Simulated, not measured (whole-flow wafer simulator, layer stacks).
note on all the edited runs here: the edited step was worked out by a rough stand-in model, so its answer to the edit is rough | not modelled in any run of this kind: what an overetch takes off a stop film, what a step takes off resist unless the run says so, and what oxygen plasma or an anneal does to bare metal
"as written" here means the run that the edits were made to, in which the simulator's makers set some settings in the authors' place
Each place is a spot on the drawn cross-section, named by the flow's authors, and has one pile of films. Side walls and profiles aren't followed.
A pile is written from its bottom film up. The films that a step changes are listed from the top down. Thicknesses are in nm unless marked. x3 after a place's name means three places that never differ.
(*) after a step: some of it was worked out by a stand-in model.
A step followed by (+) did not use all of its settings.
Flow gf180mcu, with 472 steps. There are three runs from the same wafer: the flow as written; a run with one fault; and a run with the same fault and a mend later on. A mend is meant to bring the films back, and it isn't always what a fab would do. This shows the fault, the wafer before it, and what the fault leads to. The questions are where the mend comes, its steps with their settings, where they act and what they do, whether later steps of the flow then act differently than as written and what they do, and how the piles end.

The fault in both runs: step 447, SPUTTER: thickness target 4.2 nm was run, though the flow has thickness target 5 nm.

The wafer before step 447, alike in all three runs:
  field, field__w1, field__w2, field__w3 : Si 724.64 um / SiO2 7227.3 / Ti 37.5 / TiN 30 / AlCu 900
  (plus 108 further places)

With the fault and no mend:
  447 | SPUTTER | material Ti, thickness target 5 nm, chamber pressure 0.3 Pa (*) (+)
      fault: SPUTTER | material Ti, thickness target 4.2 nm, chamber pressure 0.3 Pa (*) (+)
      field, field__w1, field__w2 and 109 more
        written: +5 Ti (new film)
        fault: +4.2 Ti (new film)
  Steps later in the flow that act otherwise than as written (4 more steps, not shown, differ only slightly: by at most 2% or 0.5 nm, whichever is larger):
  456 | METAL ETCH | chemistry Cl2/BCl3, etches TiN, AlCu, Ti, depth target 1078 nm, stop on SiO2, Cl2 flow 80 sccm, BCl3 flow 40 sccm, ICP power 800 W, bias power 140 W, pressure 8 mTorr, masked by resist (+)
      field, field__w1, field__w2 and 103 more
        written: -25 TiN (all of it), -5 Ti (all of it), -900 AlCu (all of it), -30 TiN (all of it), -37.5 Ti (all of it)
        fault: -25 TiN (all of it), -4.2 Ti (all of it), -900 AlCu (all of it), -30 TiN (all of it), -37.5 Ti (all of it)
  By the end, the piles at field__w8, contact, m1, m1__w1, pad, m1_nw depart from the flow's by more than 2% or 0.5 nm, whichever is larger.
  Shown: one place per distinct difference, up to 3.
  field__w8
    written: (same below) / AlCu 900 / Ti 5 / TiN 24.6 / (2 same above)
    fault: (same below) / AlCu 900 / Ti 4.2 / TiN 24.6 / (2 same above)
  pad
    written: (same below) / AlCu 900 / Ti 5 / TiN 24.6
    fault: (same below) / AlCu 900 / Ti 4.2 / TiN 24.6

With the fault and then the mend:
  The mend follows step 447.
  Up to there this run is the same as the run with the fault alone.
  447a | SPUTTER | material Ti, thickness target 0.8 nm, chamber pressure 0.3 Pa (*) (+) (a further turn of the flow's step 447, with different settings)
      field, field__w1, field__w2 and 109 more
        +0.8 Ti
  Every later step of the flow that is run acts as written at every place that is followed.
  At every place that both follow, the piles at the end match the flow's.
